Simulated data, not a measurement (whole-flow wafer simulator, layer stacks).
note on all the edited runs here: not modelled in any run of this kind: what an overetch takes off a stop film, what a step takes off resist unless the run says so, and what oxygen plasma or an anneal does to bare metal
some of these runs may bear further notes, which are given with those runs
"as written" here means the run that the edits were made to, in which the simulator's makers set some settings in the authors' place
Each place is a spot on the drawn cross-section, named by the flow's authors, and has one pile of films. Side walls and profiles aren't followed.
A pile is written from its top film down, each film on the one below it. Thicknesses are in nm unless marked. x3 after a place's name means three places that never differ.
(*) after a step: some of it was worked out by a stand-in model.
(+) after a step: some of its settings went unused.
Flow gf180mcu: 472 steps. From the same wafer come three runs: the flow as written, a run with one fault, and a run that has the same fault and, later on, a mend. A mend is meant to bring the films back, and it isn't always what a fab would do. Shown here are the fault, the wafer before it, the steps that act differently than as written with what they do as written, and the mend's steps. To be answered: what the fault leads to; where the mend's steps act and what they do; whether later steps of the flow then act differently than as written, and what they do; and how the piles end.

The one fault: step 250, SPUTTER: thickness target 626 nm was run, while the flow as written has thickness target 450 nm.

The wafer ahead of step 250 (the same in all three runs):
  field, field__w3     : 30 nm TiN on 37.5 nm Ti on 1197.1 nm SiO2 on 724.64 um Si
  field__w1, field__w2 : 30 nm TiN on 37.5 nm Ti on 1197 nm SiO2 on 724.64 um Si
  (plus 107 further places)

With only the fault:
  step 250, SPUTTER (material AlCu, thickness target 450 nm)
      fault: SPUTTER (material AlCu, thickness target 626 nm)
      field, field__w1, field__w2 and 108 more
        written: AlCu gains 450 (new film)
        fault: AlCu gains 626 (new film)
  Steps further on in the flow that do not act as written:
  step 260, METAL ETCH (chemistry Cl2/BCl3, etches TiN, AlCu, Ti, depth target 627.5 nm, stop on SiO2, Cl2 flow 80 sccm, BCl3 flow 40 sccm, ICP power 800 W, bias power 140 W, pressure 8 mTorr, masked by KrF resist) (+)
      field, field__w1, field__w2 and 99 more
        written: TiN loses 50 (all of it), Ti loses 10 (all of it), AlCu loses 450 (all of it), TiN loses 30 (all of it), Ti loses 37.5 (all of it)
        fault: TiN loses 50 (all of it), Ti loses 10 (all of it), AlCu loses 567.5
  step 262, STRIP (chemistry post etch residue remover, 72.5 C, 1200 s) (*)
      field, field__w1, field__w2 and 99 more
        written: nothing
        fault: AlCu loses 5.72
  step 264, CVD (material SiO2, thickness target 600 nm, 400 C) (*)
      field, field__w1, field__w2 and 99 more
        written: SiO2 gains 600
        fault: SiO2 gains 600 (new film)
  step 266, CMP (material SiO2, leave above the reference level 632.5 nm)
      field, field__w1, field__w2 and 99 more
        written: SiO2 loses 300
        fault: SiO2 loses 244.3
  By the end, the piles at field, field__w1, field__w2 and 109 more depart from the flow's by more than 2% or 0.5 nm, whichever is larger.
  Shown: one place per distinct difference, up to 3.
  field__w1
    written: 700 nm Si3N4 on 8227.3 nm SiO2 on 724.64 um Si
    fault: 700 nm Si3N4 on 7086 nm SiO2 on 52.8 nm AlCu on 30 nm TiN on 37.5 nm Ti on 1197 nm SiO2 on 724.64 um Si
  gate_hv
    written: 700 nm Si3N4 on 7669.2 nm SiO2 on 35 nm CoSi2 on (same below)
    fault: 700 nm Si3N4 on 7086 nm SiO2 on 52.8 nm AlCu on 30 nm TiN on 37.5 nm Ti on 638.9 nm SiO2 on 35 nm CoSi2 on (same below)
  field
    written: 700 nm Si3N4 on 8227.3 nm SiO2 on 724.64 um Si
    fault: 700 nm Si3N4 on 7086 nm SiO2 on 52.8 nm AlCu on 30 nm TiN on 37.5 nm Ti on 1197.1 nm SiO2 on 724.64 um Si

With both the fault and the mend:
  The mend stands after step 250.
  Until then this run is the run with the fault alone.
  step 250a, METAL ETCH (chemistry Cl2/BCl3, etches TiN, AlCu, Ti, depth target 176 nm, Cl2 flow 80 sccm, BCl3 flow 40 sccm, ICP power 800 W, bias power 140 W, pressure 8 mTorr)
      field, field__w1, field__w2 and 108 more
        AlCu loses 176
  Every later step of the flow that is run acts as written at every place that is followed.
  By the end, the piles equal the flow's at every place that both follow.
